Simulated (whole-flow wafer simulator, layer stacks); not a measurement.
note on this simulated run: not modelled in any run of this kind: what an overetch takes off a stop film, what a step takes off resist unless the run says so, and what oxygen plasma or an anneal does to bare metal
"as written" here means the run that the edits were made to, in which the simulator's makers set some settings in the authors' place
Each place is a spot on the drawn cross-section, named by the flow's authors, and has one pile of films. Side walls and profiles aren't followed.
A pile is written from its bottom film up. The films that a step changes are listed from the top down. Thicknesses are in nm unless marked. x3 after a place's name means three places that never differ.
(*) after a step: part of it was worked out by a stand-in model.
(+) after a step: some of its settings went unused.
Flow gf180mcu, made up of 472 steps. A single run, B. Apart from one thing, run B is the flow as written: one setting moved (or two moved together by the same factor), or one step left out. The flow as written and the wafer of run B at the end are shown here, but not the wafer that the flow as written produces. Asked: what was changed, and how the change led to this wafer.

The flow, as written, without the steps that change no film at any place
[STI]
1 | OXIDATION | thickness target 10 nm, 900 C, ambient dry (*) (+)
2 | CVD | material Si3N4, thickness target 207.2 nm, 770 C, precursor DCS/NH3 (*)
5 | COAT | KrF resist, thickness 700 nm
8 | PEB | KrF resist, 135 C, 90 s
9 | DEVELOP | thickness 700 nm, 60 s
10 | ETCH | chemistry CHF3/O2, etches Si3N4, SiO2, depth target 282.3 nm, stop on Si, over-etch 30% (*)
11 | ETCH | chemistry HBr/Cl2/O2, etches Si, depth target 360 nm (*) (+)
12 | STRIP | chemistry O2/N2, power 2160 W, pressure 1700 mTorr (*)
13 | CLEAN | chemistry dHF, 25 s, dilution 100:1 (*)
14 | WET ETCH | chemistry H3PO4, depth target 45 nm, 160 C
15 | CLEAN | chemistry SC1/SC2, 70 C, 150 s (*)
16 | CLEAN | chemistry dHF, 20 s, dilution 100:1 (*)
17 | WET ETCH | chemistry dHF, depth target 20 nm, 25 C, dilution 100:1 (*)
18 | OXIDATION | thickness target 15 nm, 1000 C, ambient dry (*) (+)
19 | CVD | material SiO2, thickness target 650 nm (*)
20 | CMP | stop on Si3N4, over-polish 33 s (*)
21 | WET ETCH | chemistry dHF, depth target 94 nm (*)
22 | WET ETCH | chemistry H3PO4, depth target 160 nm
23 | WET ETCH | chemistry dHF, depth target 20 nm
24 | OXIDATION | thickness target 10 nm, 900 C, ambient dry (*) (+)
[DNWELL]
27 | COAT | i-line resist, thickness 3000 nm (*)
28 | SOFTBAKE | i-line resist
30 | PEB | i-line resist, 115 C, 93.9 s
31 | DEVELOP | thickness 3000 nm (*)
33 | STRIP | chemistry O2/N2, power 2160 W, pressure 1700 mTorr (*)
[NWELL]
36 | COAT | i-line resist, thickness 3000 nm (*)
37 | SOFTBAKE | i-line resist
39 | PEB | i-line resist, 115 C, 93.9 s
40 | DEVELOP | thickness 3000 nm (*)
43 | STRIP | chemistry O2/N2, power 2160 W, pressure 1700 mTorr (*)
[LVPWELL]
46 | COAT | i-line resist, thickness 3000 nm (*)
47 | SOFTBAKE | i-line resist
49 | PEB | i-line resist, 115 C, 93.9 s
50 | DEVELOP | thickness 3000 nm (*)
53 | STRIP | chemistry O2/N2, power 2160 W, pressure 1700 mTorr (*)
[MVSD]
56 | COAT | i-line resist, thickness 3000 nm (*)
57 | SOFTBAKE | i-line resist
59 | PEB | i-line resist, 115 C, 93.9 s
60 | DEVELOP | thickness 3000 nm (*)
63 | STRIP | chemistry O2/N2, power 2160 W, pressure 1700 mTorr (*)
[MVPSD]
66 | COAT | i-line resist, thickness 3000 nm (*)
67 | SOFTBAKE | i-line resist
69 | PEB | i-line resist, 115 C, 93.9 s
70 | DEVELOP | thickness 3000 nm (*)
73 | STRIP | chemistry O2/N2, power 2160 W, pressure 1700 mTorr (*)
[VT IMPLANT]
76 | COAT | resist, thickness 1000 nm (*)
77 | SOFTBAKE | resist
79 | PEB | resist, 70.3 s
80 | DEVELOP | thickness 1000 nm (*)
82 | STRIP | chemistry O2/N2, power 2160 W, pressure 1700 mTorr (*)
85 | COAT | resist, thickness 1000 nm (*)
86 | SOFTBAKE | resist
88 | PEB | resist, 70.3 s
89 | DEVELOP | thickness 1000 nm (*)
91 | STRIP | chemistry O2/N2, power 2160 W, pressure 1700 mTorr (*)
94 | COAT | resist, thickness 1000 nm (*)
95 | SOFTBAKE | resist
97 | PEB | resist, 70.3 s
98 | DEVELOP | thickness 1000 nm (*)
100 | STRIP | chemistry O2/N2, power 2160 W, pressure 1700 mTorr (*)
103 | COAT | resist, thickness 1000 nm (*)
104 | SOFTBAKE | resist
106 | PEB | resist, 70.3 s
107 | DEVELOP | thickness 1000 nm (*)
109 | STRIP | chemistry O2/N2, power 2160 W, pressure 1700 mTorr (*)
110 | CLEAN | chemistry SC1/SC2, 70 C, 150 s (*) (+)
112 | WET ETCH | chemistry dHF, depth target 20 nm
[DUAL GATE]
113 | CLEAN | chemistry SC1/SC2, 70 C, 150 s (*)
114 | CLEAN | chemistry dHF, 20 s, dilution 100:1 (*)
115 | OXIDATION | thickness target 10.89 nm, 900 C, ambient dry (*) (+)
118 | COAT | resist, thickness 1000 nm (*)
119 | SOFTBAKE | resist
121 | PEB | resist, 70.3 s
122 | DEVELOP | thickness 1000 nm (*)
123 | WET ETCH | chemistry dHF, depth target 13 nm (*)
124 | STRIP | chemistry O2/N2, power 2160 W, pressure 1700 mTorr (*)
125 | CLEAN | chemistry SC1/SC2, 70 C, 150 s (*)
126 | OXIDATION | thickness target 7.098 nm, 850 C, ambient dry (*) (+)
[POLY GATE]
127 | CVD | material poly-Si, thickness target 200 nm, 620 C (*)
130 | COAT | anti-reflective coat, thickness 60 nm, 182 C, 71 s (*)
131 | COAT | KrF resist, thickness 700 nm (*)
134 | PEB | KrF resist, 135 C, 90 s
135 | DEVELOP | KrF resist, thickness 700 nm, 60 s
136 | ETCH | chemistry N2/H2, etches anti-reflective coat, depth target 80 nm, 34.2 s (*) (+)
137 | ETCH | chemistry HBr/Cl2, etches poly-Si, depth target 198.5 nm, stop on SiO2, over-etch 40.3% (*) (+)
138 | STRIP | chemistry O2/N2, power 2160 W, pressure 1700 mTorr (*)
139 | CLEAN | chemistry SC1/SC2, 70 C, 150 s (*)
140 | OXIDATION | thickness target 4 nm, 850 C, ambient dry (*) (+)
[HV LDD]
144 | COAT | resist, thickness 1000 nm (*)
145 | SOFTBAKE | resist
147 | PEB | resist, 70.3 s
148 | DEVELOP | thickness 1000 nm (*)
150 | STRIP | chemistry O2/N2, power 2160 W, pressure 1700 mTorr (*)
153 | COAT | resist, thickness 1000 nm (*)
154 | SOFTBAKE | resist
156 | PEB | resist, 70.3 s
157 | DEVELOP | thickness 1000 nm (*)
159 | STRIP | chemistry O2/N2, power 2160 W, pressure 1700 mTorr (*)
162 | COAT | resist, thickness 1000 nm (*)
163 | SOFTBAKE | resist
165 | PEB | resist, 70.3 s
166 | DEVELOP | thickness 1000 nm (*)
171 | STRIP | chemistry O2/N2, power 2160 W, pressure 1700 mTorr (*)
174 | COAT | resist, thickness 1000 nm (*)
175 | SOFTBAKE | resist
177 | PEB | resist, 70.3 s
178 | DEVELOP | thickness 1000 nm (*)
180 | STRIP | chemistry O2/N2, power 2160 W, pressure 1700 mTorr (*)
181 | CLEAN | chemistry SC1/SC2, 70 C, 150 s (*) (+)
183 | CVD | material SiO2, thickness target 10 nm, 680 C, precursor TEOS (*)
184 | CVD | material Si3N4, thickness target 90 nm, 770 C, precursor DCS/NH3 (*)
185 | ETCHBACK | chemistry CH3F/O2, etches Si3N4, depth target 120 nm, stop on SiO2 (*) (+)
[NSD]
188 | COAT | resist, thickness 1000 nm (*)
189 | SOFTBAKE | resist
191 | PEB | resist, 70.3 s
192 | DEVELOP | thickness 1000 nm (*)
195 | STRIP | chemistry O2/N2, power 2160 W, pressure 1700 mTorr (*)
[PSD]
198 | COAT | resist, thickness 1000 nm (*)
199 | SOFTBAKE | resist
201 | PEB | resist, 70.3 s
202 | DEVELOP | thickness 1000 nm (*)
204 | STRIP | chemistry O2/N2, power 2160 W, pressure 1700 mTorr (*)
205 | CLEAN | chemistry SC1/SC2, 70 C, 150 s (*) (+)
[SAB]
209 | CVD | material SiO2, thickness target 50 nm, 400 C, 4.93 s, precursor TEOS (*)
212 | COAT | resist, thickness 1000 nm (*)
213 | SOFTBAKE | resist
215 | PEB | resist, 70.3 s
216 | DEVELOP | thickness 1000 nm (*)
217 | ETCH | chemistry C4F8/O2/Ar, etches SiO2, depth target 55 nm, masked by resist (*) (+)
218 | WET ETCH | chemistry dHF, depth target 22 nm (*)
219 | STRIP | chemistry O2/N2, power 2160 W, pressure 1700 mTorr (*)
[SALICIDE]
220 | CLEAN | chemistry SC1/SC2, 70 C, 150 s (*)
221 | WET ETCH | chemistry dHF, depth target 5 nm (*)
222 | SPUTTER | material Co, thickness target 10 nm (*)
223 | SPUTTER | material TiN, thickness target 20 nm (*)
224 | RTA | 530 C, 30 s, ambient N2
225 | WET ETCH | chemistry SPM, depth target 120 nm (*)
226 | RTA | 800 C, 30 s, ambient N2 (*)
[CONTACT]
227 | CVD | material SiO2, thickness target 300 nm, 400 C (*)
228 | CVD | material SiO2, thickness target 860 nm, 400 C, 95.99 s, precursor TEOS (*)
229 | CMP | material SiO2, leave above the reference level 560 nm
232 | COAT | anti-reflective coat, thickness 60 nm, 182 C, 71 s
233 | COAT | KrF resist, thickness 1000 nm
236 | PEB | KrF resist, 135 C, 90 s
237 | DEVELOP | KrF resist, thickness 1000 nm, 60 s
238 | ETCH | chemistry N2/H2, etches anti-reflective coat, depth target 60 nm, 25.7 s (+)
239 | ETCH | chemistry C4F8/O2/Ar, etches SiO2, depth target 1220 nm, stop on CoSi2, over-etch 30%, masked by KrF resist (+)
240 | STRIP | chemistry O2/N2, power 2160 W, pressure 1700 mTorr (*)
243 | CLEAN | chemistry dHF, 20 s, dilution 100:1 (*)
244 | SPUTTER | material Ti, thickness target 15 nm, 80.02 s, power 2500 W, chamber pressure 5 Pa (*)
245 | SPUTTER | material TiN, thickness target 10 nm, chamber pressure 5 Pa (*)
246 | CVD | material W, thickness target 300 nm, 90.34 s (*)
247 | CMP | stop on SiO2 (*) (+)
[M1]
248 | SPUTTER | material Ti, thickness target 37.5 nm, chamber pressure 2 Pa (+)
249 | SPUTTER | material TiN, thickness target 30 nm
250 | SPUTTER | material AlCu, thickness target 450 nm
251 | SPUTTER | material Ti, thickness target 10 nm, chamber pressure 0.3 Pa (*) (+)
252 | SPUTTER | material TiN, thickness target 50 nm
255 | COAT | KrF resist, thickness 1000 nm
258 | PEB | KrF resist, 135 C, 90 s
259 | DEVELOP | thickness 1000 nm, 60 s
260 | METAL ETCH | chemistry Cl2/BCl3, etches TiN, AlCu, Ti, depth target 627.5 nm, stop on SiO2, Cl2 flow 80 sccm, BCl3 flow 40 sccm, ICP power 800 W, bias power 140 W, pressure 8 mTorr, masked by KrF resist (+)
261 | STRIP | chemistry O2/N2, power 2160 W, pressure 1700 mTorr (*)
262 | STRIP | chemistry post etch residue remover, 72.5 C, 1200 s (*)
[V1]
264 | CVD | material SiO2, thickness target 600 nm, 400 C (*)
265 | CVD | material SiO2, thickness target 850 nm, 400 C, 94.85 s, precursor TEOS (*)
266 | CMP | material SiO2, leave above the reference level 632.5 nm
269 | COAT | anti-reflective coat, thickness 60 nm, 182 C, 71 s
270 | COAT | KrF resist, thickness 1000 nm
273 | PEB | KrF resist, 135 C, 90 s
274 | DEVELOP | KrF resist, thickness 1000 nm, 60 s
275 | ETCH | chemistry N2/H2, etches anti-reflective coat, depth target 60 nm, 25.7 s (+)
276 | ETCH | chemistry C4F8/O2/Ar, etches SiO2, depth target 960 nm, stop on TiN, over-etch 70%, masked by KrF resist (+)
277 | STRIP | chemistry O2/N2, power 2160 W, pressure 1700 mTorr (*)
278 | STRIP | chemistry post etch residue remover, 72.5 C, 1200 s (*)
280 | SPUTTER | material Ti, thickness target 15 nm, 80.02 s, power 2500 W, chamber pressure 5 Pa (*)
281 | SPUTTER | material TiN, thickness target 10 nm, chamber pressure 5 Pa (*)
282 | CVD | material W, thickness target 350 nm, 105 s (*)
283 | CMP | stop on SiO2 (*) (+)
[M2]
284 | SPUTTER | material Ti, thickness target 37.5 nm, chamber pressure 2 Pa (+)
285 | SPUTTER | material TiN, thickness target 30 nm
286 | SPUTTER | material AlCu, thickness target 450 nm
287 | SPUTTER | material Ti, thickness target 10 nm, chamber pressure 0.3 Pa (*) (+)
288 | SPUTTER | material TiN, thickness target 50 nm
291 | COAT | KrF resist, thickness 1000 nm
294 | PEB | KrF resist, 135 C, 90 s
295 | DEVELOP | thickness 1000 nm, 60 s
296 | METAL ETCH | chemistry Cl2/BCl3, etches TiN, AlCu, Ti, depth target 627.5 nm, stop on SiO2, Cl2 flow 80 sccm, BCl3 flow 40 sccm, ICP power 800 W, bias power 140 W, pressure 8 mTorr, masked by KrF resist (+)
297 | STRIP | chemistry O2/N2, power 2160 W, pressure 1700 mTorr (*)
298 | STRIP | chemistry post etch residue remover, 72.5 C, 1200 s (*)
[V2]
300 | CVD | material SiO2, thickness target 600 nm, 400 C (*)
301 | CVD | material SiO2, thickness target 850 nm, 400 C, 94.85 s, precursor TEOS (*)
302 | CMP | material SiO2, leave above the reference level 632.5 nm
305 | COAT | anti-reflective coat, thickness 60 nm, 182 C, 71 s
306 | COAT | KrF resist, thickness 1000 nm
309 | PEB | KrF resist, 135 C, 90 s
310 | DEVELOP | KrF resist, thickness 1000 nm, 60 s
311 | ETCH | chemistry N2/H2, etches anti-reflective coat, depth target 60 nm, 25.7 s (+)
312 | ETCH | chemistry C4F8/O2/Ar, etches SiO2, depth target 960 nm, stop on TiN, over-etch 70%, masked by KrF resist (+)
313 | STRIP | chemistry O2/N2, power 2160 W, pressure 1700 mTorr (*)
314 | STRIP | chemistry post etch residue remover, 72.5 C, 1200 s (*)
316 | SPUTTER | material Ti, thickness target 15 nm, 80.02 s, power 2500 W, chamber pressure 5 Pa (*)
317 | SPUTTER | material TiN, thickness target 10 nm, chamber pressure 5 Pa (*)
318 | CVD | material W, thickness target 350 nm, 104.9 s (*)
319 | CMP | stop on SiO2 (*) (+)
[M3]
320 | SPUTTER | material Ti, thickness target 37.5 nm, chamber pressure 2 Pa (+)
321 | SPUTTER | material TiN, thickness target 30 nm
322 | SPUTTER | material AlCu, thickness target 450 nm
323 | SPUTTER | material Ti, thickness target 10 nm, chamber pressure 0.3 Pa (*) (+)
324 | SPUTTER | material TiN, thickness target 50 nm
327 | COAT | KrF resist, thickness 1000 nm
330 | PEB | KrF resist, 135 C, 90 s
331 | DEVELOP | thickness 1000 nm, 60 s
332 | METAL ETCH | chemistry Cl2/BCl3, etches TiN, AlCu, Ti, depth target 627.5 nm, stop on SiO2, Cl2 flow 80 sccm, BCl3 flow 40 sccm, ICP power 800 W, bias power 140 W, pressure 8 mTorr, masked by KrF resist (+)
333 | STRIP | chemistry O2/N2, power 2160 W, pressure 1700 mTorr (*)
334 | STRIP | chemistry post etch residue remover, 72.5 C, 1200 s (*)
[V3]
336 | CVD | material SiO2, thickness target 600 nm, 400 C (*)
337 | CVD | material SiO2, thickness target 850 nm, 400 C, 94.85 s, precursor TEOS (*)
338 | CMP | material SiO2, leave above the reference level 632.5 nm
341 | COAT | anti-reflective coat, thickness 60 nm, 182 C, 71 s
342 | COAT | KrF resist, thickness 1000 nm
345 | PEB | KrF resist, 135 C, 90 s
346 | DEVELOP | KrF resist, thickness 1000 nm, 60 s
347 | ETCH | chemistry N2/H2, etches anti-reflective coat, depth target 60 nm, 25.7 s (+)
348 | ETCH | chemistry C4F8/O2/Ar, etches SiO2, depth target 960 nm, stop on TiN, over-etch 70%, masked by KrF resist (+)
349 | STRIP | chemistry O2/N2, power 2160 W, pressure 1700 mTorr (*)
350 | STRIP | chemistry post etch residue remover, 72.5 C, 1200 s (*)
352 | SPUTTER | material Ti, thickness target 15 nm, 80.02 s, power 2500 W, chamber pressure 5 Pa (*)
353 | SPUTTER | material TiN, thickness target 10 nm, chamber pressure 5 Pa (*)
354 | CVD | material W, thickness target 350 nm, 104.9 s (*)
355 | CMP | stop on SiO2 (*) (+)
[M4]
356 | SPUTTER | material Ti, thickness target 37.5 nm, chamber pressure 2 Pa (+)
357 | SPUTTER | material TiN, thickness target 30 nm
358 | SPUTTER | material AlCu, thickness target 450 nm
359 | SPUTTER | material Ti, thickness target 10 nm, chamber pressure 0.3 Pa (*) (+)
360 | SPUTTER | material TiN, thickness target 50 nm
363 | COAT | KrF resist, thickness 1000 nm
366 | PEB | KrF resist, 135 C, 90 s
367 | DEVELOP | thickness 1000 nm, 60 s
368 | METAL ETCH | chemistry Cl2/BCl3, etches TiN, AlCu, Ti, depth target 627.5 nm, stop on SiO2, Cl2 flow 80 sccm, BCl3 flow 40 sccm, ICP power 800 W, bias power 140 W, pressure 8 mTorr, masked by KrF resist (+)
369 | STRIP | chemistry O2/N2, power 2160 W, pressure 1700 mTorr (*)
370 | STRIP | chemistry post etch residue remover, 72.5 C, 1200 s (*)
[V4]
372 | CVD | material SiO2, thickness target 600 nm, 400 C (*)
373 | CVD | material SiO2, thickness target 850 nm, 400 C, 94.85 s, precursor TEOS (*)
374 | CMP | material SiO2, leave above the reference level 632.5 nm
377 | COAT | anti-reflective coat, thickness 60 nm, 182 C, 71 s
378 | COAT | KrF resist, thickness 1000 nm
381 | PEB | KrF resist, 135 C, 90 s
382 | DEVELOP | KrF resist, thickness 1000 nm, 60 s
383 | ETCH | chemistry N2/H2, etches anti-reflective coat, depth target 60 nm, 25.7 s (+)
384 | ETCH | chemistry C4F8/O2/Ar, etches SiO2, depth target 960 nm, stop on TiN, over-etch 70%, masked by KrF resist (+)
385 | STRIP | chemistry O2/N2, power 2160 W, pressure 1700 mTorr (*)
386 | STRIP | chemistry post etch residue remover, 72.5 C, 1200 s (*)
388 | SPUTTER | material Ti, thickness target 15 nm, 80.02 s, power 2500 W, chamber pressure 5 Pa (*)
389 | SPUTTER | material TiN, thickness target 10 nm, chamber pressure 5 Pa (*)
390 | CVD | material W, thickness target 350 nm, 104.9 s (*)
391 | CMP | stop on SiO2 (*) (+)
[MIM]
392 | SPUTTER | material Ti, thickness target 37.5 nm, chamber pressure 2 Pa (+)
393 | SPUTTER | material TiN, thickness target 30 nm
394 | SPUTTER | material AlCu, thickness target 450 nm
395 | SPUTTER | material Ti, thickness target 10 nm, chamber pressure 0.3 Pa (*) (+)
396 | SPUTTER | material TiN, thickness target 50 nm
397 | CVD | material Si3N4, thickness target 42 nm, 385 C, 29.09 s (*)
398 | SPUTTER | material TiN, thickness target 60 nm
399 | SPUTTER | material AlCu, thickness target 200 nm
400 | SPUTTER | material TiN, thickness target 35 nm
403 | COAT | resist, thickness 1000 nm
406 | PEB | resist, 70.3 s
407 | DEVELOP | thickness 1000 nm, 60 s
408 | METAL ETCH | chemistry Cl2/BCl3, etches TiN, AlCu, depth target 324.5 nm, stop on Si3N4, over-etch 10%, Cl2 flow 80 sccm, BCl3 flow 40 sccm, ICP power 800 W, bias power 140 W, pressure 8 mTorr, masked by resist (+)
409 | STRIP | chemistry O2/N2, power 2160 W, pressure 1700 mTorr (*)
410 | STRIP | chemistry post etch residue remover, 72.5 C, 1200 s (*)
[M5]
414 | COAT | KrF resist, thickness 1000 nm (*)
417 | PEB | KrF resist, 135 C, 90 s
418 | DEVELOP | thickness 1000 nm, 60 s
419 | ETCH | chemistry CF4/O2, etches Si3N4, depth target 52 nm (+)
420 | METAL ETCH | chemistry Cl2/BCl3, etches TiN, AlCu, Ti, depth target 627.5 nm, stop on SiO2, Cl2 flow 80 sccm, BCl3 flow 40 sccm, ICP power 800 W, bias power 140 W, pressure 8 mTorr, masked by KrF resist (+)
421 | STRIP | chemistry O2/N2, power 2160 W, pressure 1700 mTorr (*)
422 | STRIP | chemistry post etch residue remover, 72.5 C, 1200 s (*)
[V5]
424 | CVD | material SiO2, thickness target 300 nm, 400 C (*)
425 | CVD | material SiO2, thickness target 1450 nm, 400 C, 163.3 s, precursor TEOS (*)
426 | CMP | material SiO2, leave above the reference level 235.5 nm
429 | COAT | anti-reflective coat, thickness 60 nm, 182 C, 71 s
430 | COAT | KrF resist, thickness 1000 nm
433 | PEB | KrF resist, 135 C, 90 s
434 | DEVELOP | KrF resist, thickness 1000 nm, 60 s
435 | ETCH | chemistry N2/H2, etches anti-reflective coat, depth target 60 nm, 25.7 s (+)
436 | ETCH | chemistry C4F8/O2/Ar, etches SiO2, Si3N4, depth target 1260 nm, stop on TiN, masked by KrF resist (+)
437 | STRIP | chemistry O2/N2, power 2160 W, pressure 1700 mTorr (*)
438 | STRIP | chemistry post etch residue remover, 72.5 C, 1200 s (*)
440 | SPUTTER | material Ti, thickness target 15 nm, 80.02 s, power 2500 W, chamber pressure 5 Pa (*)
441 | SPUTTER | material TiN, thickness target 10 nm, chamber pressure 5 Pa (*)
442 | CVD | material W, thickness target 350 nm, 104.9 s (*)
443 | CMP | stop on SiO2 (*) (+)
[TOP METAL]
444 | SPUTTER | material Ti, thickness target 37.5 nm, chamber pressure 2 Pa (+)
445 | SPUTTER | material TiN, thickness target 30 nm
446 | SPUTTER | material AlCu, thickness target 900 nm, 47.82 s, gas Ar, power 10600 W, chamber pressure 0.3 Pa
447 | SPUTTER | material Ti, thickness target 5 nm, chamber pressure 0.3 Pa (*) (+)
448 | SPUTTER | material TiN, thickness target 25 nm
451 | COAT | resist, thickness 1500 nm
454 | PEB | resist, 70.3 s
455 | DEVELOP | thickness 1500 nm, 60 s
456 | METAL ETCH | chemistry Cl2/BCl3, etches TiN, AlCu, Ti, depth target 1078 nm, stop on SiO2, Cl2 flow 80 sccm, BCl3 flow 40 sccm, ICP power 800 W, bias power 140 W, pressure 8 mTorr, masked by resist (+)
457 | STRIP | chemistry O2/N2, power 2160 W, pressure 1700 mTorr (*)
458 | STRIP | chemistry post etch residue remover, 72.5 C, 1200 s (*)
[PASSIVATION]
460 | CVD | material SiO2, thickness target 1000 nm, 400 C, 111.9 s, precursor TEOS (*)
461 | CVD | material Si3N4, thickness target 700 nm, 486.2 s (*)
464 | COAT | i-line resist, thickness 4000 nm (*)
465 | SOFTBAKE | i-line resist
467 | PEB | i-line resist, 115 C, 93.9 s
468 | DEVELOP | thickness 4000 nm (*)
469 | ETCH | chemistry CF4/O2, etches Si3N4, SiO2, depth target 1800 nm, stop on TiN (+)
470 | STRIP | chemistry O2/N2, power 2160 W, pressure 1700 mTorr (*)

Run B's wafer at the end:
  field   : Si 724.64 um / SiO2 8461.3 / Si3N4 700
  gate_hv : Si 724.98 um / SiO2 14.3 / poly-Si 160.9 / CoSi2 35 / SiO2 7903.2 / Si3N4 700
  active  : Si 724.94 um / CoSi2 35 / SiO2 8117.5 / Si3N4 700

Cause: step 374, CMP: leave above the reference level 866.5 nm was run, while the flow as written has leave above the reference level 632.5 nm.

Step by step, how the change led to this:
  374 | CMP | material SiO2, leave above the reference level 632.5 nm
      field, field__w1, field__w2 and 103 more: -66 SiO2 (as written it would have been: -300 SiO2)
      field__w8, contact, m1, m1__w1, m1_nw: -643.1 SiO2 (as written it would have been: -877.1 SiO2)
  384 | ETCH | chemistry C4F8/O2/Ar, etches SiO2, depth target 960 nm, stop on TiN, over-etch 70%, masked by KrF resist (+)
      contact: -806.5 SiO2 (all of it) (as written it would have been: -572.5 SiO2 (all of it))
  388 | SPUTTER | material Ti, thickness target 15 nm, 80.02 s, power 2500 W, chamber pressure 5 Pa (*)
      contact: +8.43 Ti (new film) (as written it would have been: +9.65 Ti (new film))
  389 | SPUTTER | material TiN, thickness target 10 nm, chamber pressure 5 Pa (*)
      contact: +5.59 TiN (new film) (as written it would have been: +6.4 TiN (new film))
  390 | CVD | material W, thickness target 350 nm, 104.9 s (*)
      contact: +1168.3 W (new film) (as written it would have been: +932.3 W (new film))
